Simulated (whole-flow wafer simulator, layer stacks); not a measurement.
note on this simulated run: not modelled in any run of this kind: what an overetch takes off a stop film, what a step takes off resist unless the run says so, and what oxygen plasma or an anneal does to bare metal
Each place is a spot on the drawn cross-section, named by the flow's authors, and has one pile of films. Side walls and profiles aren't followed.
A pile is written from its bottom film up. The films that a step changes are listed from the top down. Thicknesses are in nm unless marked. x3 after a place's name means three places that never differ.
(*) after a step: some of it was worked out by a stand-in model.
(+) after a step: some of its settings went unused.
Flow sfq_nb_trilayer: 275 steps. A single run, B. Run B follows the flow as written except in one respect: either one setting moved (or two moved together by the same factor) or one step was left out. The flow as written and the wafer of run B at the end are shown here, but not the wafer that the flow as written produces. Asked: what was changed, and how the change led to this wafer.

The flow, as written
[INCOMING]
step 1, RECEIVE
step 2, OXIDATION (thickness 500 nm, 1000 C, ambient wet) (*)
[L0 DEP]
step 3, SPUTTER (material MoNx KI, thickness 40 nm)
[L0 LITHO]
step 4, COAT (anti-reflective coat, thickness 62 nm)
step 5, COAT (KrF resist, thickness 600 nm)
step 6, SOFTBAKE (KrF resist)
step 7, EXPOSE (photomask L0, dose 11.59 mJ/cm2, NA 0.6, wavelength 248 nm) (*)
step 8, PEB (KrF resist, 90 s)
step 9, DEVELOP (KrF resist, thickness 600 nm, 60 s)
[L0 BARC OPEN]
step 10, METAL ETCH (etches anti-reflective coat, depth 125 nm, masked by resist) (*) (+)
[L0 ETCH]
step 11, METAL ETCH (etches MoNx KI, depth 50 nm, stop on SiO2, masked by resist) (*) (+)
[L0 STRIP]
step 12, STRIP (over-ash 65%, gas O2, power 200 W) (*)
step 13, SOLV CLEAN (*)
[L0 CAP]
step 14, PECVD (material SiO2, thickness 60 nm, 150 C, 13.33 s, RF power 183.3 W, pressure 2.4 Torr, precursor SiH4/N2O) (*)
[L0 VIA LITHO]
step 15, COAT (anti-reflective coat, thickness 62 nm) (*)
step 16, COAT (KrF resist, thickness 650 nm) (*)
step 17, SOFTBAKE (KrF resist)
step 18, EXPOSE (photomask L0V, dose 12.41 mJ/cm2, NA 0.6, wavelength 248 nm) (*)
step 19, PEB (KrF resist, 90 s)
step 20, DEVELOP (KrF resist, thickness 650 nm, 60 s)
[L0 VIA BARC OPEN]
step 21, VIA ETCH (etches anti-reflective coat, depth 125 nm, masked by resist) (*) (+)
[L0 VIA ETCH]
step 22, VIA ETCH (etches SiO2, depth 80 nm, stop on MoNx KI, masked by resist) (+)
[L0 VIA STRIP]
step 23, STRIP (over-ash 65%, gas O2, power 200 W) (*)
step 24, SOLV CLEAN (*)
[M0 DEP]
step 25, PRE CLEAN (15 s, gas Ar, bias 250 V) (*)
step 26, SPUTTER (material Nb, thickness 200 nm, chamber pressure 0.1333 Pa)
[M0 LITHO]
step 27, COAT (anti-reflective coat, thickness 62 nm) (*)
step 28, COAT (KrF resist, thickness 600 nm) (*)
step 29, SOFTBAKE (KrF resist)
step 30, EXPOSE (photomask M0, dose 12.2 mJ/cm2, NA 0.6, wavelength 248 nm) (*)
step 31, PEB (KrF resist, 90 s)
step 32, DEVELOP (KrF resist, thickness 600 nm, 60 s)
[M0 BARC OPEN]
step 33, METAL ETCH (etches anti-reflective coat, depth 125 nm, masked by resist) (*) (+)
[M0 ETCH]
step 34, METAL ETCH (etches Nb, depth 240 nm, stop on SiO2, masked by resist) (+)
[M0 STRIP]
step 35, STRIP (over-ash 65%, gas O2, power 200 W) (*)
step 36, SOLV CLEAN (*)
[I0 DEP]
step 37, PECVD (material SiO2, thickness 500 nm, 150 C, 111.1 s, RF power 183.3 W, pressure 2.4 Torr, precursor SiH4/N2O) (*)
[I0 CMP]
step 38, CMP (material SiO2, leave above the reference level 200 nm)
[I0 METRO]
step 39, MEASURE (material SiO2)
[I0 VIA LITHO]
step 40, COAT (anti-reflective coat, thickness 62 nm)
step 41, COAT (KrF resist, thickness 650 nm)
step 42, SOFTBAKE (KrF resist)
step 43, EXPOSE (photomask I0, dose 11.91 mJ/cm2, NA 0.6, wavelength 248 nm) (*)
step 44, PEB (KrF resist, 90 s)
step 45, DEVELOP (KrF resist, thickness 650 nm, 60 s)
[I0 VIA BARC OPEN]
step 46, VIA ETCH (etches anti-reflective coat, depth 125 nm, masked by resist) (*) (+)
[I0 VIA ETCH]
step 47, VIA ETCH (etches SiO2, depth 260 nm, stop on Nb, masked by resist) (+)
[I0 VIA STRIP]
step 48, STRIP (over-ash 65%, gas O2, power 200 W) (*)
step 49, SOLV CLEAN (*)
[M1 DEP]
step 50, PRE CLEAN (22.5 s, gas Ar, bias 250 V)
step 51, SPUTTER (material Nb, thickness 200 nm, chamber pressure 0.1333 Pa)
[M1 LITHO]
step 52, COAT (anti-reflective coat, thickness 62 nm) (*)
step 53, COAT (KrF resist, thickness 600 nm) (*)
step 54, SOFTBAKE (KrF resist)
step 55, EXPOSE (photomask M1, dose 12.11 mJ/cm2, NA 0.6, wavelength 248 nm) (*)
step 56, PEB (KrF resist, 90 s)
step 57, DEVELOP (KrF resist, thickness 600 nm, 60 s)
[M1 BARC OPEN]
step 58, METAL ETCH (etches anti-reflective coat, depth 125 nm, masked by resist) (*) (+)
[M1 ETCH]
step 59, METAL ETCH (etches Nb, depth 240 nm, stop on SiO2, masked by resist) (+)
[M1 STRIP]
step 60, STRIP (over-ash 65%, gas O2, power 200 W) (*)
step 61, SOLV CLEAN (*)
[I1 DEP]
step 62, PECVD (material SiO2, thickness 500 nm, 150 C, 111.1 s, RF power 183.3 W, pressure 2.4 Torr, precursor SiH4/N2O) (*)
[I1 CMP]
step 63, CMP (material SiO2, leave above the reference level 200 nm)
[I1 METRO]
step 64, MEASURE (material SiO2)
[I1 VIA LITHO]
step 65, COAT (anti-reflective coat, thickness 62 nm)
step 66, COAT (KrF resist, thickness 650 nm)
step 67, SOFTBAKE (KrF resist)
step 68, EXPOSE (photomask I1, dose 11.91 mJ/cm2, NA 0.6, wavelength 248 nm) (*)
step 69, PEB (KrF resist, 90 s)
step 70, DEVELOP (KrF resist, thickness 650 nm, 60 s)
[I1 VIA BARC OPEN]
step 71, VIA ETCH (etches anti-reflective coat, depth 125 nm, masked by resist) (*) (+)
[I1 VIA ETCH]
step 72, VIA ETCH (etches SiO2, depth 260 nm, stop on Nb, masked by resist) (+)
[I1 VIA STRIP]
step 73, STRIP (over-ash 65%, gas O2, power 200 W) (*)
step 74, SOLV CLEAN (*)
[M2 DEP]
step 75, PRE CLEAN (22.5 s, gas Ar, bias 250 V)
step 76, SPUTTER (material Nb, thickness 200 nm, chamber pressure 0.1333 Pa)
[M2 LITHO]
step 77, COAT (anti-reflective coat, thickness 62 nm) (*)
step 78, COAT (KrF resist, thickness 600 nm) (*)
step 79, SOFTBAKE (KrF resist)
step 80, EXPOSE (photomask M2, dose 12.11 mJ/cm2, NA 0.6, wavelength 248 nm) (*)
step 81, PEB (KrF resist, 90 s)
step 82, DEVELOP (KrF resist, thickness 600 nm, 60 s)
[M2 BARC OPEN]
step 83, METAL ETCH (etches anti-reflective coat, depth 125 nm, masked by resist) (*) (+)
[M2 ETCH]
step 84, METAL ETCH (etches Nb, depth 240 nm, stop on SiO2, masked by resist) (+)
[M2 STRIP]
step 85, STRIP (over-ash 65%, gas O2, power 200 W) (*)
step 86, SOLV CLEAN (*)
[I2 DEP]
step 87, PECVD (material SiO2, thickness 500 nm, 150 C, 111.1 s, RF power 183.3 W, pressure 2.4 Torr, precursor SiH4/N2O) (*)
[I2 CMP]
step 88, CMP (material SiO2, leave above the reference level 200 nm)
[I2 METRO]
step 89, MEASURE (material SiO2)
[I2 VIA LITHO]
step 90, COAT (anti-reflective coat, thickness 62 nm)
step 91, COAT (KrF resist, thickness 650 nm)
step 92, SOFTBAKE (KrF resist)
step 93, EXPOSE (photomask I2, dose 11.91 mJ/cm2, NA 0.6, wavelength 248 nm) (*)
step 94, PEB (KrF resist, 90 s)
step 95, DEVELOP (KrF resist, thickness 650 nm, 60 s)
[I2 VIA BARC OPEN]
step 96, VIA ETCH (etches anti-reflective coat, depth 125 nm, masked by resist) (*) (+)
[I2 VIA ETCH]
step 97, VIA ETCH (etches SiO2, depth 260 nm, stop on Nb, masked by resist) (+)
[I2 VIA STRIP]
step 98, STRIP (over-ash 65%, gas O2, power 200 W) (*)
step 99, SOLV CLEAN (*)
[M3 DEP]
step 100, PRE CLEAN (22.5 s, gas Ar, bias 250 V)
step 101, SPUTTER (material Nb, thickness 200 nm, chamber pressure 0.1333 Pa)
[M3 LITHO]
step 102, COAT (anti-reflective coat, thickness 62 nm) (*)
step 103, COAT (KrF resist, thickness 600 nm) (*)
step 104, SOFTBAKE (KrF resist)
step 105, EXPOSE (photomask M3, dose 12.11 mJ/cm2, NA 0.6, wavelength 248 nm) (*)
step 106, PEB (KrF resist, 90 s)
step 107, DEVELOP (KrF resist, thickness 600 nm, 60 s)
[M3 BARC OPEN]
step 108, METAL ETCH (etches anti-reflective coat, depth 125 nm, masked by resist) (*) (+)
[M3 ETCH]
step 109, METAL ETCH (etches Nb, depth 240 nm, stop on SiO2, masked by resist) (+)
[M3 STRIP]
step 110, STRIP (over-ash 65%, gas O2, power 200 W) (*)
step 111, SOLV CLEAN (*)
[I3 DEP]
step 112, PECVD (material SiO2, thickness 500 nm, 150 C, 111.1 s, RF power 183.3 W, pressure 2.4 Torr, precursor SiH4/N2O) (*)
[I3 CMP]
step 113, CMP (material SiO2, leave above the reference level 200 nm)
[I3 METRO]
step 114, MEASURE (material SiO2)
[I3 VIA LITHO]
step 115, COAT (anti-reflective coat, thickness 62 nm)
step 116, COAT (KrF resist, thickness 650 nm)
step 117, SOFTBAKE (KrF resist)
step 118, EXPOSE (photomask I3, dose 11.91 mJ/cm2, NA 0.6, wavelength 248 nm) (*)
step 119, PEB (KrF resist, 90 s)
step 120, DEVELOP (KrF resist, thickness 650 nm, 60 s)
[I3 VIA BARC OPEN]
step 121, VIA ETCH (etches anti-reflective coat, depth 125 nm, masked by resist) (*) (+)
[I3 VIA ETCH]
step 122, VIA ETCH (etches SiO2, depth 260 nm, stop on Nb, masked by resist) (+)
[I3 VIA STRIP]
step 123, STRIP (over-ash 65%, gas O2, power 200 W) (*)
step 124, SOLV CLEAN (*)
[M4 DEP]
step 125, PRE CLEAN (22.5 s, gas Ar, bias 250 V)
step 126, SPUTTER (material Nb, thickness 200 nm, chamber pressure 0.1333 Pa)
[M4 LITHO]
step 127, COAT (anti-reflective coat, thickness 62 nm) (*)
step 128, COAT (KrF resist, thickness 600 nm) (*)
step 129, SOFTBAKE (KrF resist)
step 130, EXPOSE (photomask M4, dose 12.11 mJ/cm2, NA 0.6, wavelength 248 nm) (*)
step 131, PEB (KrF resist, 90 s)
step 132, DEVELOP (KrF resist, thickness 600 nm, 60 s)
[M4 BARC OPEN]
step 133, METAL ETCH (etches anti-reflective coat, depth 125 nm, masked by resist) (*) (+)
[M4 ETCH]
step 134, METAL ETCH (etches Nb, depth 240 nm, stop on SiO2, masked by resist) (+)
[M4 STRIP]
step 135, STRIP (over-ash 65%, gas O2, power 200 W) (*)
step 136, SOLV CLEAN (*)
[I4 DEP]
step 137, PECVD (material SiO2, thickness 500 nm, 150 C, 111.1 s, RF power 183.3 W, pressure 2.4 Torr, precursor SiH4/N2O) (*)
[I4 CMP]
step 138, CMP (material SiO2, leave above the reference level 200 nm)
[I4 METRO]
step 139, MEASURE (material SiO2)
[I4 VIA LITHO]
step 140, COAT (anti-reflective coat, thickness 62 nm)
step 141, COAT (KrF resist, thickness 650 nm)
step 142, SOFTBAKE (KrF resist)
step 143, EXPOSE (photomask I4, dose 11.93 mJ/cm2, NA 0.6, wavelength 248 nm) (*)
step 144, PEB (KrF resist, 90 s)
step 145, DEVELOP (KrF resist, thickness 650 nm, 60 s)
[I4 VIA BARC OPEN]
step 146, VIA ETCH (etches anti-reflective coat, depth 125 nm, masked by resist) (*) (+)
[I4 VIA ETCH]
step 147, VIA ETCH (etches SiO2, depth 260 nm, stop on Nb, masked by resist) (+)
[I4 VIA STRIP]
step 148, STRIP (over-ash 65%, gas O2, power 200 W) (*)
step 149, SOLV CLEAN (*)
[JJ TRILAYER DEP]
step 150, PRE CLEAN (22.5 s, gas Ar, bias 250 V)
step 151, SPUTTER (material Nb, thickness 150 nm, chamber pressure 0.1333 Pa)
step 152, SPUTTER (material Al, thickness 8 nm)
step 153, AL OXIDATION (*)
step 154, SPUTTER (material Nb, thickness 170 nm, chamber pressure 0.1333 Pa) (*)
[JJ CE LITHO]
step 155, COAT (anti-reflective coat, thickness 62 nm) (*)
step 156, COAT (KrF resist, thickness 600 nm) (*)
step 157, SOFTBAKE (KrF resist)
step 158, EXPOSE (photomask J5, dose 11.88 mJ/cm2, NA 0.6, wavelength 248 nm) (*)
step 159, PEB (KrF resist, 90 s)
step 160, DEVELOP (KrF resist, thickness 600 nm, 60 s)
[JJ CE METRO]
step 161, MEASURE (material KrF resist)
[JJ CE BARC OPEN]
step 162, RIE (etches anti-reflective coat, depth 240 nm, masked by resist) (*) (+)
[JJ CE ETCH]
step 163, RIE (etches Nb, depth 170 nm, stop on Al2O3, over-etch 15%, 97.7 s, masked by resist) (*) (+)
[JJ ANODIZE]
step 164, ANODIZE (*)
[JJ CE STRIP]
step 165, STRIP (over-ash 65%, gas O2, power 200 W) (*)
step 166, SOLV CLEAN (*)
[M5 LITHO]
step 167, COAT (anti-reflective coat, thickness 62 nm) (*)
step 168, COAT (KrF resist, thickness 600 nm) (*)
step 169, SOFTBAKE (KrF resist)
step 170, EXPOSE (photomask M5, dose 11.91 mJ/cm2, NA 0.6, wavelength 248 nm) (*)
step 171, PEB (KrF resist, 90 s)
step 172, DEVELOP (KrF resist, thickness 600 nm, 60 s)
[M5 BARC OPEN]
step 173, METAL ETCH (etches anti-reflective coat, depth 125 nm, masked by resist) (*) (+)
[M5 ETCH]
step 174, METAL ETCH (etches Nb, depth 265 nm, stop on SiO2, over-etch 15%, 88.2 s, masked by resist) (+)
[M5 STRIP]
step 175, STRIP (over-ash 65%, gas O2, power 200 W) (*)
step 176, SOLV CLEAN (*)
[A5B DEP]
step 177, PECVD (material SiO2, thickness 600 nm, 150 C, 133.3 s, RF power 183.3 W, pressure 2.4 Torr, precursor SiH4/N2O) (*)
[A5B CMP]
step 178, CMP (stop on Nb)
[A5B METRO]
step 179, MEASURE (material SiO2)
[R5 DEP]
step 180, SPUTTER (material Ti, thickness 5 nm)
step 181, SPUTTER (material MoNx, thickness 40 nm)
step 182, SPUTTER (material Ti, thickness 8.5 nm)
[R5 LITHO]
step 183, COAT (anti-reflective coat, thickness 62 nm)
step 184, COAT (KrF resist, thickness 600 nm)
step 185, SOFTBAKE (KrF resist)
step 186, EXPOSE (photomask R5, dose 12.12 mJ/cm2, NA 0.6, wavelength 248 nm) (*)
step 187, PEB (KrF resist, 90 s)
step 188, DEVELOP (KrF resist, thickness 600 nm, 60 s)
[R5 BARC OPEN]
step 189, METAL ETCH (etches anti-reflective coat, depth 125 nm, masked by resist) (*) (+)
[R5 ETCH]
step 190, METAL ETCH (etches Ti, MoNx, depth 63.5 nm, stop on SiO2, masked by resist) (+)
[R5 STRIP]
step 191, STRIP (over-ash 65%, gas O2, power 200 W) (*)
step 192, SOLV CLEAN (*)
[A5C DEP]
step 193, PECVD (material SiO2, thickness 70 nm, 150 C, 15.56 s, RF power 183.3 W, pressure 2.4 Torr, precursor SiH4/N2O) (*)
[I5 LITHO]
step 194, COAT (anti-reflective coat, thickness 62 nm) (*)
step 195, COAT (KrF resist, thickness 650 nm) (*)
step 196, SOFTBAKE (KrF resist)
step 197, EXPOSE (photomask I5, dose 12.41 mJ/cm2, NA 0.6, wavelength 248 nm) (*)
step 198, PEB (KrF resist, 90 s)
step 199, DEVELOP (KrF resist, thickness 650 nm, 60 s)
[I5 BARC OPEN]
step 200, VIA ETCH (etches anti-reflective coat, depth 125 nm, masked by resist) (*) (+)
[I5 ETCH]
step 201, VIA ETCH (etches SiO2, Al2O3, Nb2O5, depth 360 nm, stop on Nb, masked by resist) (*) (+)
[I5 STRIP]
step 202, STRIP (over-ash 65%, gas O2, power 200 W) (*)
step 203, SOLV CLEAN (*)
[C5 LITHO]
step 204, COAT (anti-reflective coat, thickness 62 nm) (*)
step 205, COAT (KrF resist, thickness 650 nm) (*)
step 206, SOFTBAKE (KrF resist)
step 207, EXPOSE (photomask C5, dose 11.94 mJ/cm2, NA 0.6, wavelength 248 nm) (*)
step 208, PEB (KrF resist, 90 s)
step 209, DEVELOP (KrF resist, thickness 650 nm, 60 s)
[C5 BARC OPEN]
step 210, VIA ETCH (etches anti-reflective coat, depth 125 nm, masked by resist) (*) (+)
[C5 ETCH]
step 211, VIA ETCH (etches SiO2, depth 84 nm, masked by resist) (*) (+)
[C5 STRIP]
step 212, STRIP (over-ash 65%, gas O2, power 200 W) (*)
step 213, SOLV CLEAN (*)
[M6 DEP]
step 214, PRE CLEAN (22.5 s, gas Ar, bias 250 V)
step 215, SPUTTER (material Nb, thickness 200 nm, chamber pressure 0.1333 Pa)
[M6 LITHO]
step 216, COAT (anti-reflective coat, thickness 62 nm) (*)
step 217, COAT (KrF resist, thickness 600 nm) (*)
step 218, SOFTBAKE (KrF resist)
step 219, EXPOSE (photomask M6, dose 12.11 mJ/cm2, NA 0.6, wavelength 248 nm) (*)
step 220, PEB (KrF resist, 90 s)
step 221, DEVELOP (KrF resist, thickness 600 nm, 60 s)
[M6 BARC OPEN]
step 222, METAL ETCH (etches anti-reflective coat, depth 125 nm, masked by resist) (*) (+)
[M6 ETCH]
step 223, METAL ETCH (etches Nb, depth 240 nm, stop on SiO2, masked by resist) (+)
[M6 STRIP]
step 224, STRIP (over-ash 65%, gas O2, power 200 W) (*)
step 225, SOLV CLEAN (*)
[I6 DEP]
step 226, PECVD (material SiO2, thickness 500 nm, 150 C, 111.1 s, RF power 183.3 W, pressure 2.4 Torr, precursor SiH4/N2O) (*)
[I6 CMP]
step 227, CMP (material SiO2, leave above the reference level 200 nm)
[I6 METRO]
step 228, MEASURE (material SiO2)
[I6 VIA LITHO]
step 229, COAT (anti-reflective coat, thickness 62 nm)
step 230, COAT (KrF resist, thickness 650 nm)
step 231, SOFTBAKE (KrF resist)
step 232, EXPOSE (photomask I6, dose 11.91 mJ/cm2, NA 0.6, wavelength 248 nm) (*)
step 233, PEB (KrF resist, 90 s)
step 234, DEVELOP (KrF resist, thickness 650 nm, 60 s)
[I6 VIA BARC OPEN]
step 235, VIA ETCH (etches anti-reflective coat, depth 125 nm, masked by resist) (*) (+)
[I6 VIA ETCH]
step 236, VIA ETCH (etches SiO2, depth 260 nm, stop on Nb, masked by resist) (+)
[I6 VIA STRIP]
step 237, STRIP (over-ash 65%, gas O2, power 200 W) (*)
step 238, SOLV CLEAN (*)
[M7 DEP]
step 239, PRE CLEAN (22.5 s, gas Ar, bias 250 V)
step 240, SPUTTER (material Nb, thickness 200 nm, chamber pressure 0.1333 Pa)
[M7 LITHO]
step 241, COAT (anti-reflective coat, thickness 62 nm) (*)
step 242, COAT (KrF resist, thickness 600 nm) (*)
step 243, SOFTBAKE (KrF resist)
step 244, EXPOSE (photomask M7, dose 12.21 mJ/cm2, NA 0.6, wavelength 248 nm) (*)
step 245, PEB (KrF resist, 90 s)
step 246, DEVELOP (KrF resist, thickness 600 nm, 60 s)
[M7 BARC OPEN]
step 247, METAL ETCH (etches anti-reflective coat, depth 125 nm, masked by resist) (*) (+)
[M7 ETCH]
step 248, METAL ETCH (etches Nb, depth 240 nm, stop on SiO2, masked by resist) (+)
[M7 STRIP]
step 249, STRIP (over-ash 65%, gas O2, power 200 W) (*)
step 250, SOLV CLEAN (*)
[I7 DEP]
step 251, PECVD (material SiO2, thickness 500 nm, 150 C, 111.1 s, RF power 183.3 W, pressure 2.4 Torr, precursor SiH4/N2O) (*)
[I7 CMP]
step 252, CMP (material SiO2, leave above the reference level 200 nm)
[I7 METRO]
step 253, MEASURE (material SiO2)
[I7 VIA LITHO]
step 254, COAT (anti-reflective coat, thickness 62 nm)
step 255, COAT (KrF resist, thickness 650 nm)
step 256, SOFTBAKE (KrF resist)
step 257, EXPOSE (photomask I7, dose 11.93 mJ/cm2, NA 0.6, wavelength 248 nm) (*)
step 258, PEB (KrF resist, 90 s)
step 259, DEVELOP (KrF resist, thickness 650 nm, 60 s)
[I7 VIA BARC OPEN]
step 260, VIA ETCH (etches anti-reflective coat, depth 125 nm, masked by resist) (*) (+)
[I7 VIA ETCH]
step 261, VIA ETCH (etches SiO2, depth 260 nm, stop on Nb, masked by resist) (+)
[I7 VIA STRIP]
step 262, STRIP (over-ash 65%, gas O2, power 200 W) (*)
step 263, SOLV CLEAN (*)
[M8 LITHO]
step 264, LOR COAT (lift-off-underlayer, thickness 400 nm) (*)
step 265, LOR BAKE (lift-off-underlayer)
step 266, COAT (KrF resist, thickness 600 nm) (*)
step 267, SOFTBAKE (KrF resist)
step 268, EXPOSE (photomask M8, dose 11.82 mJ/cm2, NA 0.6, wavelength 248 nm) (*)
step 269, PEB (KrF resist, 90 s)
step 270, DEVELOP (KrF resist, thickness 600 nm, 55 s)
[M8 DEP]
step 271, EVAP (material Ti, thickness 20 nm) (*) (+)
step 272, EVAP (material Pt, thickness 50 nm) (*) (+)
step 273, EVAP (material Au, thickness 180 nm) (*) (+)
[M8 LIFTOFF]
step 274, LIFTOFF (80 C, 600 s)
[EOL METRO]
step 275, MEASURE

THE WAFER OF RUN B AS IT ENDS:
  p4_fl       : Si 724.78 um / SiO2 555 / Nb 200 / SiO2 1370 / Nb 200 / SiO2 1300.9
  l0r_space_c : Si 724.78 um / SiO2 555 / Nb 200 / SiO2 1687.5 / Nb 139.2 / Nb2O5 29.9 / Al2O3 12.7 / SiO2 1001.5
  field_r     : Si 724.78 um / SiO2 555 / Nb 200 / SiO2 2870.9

What caused this: step 138, CMP: leave above the reference level 125 nm was run, though the flow has leave above the reference level 200 nm.

How this came from the change, step by step:
  step 138, CMP (material SiO2, leave above the reference level 200 nm)
      field_l, be, be_sur and 55 more: -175 SiO2 (as written it would have been: -100 SiO2)
      v_sur, via_wl, via_w and 35 more: -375 SiO2 (as written it would have been: -300 SiO2)
      (and at 10 other places as well)
  step 147, VIA ETCH (etches SiO2, depth 260 nm, stop on Nb, masked by resist) (+)
      field_l, v_sur, via_sp and 100 more: -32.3 KrF resist (as written it would have been: -44.8 KrF resist)
      via_wl, via_w, via_wr: -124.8 SiO2 (all of it) (as written it would have been: -199.8 SiO2 (all of it))
  step 148, STRIP (over-ash 65%, gas O2, power 200 W) (*)
      field_l, v_sur, via_sp and 100 more: -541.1 KrF resist (all of it), -62 anti-reflective coat (all of it) (as written it would have been: -528.6 KrF resist (all of it), -62 anti-reflective coat (all of it))
  step 151, SPUTTER (material Nb, thickness 150 nm, chamber pressure 0.1333 Pa)
      via_wl, via_w, via_wr: +139.2 Nb (as written it would have been: +130.4 Nb)
  step 152, SPUTTER (material Al, thickness 8 nm)
      via_wl, via_wr: +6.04 Al (new film) (as written it would have been: +5.14 Al (new film))
      via_w: +7.79 Al (new film) (as written it would have been: +7.12 Al (new film))
  step 154, SPUTTER (material Nb, thickness 170 nm, chamber pressure 0.1333 Pa) (*)
      via_wl, via_wr: +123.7 Nb (new film) (as written it would have been: +140.7 Nb (new film))
      via_w: +165.9 Nb (new film) (as written it would have been: +141 Nb (new film))
  step 155, COAT (anti-reflective coat, thickness 62 nm) (*)
      via_wl, via_wr: +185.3 anti-reflective coat (new film) (as written it would have been: +209.4 anti-reflective coat (new film))
      v_sur: +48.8 anti-reflective coat (new film) (as written it would have been: +45.1 anti-reflective coat (new film))
      (and at 2 other places as well)
  step 156, COAT (KrF resist, thickness 600 nm) (*)
      via_wl: +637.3 KrF resist (new film) (as written it would have been: +663 KrF resist (new film))
      via_w: +682.9 KrF resist (new film) (as written it would have been: +763.8 KrF resist (new film))
      (and at 1 other place as well)
  step 160, DEVELOP (KrF resist, thickness 600 nm, 60 s)
      via_wl: -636 KrF resist (all of it) (as written it would have been: -661.6 KrF resist (all of it))
      via_w: -681.5 KrF resist (all of it) (as written it would have been: -762.1 KrF resist (all of it))
      (and at 1 other place as well)
  step 162, RIE (etches anti-reflective coat, depth 240 nm, masked by resist) (*) (+)
      ce_l, c5j, ce_r, wl_jj: -185.3 KrF resist (as written it would have been: -209.4 KrF resist)
      via_wl, via_wr: -185.3 anti-reflective coat (all of it) (as written it would have been: -209.4 anti-reflective coat (all of it))
      (and at 3 other places as well)
  step 163, RIE (etches Nb, depth 170 nm, stop on Al2O3, over-etch 15%, 97.7 s, masked by resist) (*) (+)
      via_w: -165.9 Nb (all of it), -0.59 Al2O3 (as written it would have been: -141 Nb (all of it), -0.96 Al2O3 (all of it))
      via_wl, via_wr: -123.7 Nb (all of it), -0.96 Al2O3 (all of it) (as written it would have been: -140.7 Nb (all of it), -0.96 Al2O3 (all of it))
  step 164, ANODIZE (*)
      via_w: +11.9 Al2O3, +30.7 Nb2O5 (new film), -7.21 Al (all of it), -11 Nb (as written it would have been: +10.8 Al2O3 (new film), +33.3 Nb2O5 (new film), -6.54 Al (all of it), -12 Nb)
      via_wl, via_wr: +9 Al2O3 (new film), +36.5 Nb2O5 (new film), -5.46 Al (all of it), -13.1 Nb (as written it would have been: +7.52 Al2O3 (new film), +39.2 Nb2O5 (new film), -4.56 Al (all of it), -14.1 Nb)
  step 165, STRIP (over-ash 65%, gas O2, power 200 W) (*)
      c5j, ce_r: -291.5 KrF resist (all of it), -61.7 anti-reflective coat (all of it) (as written it would have been: -266.9 KrF resist (all of it), -61.5 anti-reflective coat (all of it))
      ce_l: -291.4 KrF resist (all of it), -61.7 anti-reflective coat (all of it) (as written it would have been: -266.8 KrF resist (all of it), -61.4 anti-reflective coat (all of it))
      (and at 1 other place as well)
  step 167, COAT (anti-reflective coat, thickness 62 nm) (*)
      via_wl: +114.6 anti-reflective coat (new film) (as written it would have been: +170.5 anti-reflective coat (new film))
      via_w: +74.6 anti-reflective coat (new film) (as written it would have been: +84.1 anti-reflective coat (new film))
      (and at 2 other places as well)
  step 168, COAT (KrF resist, thickness 600 nm) (*)
      v_sur: +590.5 KrF resist (new film) (as written it would have been: +577.9 KrF resist (new film))
      via_w: +681 KrF resist (new film) (as written it would have been: +732.6 KrF resist (new film))
  step 175, STRIP (over-ash 65%, gas O2, power 200 W) (*)
      v_sur: -361.7 KrF resist (all of it), -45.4 anti-reflective coat (all of it) (as written it would have been: -349.2 KrF resist (all of it), -44.9 anti-reflective coat (all of it))
      via_wl: -417.8 KrF resist (all of it), -114.6 anti-reflective coat (all of it) (as written it would have been: -427 KrF resist (all of it), -170.5 anti-reflective coat (all of it))
      (and at 3 other places as well)
  step 178, CMP (stop on Nb)
      via_wl, via_wr: -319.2 SiO2 (as written it would have been: -235.7 SiO2)
      via_w: -318.8 SiO2 (as written it would have been: -235.2 SiO2)
